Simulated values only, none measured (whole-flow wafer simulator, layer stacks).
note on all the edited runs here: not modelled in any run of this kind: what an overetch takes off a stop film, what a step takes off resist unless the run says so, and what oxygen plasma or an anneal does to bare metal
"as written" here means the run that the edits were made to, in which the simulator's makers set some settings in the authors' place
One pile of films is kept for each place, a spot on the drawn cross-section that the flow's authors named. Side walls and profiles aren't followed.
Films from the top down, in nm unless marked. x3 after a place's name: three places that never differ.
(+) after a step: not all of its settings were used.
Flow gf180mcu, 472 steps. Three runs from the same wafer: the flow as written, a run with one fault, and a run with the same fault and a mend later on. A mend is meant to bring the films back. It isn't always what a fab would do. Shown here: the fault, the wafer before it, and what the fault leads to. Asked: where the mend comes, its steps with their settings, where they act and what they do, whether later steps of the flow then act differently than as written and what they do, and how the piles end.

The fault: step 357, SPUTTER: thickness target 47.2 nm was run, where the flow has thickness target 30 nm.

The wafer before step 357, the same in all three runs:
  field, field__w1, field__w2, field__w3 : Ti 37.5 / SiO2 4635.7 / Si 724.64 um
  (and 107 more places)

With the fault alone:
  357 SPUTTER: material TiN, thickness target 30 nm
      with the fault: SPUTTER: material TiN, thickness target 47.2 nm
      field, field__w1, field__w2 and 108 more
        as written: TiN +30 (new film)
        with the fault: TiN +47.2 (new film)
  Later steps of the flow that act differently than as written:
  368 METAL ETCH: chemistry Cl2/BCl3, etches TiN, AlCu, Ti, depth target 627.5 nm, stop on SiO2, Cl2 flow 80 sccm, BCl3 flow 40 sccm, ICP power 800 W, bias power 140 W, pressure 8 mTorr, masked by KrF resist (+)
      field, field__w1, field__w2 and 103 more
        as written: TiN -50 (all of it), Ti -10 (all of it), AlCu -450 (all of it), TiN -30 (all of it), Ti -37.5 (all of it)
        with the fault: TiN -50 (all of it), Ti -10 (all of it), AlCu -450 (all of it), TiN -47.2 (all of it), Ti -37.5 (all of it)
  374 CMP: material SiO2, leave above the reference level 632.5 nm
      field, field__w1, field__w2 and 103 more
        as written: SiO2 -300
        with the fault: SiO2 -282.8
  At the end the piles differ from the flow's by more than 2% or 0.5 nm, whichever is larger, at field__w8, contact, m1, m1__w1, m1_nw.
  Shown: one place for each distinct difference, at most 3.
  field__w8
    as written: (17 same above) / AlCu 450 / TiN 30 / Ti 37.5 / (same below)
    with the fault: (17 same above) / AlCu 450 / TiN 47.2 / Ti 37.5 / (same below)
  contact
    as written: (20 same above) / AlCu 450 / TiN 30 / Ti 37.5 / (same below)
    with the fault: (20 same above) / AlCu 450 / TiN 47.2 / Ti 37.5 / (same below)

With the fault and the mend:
  The mend comes after step 357.
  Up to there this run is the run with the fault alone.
  357a METAL ETCH: chemistry Cl2/BCl3, etches TiN, AlCu, Ti, depth target 17.2 nm, Cl2 flow 80 sccm, BCl3 flow 40 sccm, ICP power 800 W, bias power 140 W, pressure 8 mTorr (the flow's step 260 once more, with other settings)
      field, field__w1, field__w2 and 108 more
        TiN -17.2
  No later step of the flow acts differently than as written at any place that is followed.
  At the end the piles are the same as the flow's at every place that both follow.
